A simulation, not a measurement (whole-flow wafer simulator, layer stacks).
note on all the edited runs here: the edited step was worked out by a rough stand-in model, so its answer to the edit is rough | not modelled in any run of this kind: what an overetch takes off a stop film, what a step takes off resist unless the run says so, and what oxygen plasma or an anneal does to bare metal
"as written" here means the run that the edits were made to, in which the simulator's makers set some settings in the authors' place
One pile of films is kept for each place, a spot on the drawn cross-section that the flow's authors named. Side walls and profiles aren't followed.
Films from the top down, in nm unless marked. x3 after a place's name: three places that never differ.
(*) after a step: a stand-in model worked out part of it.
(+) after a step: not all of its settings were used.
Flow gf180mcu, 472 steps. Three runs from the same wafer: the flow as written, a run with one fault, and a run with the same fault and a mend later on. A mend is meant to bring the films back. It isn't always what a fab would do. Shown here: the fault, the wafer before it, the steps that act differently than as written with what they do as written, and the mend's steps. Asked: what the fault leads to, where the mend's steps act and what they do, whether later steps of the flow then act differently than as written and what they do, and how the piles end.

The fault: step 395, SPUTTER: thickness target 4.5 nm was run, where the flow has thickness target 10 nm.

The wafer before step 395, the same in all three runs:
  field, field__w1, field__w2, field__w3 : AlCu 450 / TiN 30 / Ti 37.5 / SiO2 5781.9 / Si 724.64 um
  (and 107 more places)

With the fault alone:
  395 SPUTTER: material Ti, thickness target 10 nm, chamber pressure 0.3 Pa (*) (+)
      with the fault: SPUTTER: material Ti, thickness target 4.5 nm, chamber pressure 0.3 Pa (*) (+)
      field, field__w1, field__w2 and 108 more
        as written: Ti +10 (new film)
        with the fault: Ti +4.5 (new film)
  Later steps of the flow that act differently than as written (1 more step differs only slightly, by at most 2% or 0.5 nm, whichever is larger, and isn't shown):
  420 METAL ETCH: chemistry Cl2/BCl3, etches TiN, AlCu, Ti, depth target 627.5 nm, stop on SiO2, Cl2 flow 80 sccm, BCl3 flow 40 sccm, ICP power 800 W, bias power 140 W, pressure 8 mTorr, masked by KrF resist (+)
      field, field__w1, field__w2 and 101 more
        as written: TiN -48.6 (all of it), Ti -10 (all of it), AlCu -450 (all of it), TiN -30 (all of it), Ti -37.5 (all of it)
        with the fault: TiN -48.6 (all of it), Ti -4.5 (all of it), AlCu -450 (all of it), TiN -30 (all of it), Ti -37.5 (all of it)
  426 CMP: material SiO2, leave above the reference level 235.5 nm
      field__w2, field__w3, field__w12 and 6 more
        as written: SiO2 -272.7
        with the fault: SiO2 -278.4
  At the end the piles differ from the flow's by more than 2% or 0.5 nm, whichever is larger, at field__w4, field__w8, contact, m1, m1__w1, mim, mim_1p0, m1_nw.
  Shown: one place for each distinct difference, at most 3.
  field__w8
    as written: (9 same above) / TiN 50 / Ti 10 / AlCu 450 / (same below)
    with the fault: (9 same above) / TiN 50 / Ti 4.5 / AlCu 450 / (same below)
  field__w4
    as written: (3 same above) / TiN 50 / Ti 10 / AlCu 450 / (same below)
    with the fault: (3 same above) / TiN 50 / Ti 4.5 / AlCu 450 / (same below)
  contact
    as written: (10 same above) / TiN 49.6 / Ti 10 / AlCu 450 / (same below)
    with the fault: (10 same above) / TiN 49.6 / Ti 4.5 / AlCu 450 / (same below)

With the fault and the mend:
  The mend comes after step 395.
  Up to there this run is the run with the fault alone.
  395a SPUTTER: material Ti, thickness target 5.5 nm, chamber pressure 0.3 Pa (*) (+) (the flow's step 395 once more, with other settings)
      field, field__w1, field__w2 and 108 more
        Ti +5.5
  No later step of the flow acts differently than as written at any place that is followed.
  At the end the piles are the same as the flow's at every place that both follow.
